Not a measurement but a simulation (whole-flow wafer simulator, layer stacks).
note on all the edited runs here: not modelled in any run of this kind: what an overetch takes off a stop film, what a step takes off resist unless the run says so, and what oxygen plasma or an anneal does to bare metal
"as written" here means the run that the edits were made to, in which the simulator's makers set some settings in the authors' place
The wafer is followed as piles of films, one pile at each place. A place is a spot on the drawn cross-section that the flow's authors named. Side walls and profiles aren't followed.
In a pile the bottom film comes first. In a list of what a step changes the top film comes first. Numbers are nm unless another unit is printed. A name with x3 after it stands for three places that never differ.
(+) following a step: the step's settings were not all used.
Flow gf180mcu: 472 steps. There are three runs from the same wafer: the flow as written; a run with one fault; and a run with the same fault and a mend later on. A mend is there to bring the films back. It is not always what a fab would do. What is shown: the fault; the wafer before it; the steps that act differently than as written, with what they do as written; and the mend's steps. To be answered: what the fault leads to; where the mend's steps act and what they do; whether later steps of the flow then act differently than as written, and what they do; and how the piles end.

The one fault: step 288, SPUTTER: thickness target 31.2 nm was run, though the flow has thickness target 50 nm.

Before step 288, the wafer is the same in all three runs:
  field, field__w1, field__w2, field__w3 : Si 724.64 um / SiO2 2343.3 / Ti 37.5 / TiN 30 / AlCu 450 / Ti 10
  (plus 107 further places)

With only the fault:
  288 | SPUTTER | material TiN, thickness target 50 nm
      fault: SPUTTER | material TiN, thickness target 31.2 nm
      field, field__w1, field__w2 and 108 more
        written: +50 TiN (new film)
        fault: +31.2 TiN (new film)
  Steps later in the flow that act otherwise than as written (3 more steps, not shown, differ only slightly: by at most 2% or 0.5 nm, whichever is larger):
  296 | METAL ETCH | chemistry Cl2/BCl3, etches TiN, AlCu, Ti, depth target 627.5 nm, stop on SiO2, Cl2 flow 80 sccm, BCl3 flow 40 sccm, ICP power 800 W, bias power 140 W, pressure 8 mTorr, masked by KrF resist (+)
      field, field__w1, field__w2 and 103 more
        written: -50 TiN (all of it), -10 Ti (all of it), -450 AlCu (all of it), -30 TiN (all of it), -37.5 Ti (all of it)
        fault: -31.2 TiN (all of it), -10 Ti (all of it), -450 AlCu (all of it), -30 TiN (all of it), -37.5 Ti (all of it)
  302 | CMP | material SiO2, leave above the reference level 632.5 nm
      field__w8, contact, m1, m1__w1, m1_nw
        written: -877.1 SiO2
        fault: -858.3 SiO2
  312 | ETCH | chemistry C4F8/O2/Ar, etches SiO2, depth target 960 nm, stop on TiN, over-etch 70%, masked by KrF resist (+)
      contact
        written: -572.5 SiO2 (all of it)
        fault: -591.3 SiO2 (all of it)
  The piles end different from the flow's at field__w8, contact, m1, m1__w1, m1_nw by more than 2% or 0.5 nm, whichever is larger.
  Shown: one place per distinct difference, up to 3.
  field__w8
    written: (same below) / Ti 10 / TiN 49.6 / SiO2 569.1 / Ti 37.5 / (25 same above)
    fault: (same below) / Ti 10 / TiN 30.8 / SiO2 587.9 / Ti 37.5 / (25 same above)
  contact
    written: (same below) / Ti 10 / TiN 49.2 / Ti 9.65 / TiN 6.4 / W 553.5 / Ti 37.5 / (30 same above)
    fault: (same below) / Ti 10 / TiN 30.4 / Ti 9.55 / TiN 6.33 / W 572.5 / Ti 37.5 / (30 same above)

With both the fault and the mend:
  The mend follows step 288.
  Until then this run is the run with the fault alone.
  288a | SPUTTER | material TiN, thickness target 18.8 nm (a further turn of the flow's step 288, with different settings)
      field, field__w1, field__w2 and 108 more
        +18.8 TiN
  Later steps of the flow that are run all act as written at every place that is followed.
  By the end, the piles equal the flow's at every place that both follow.
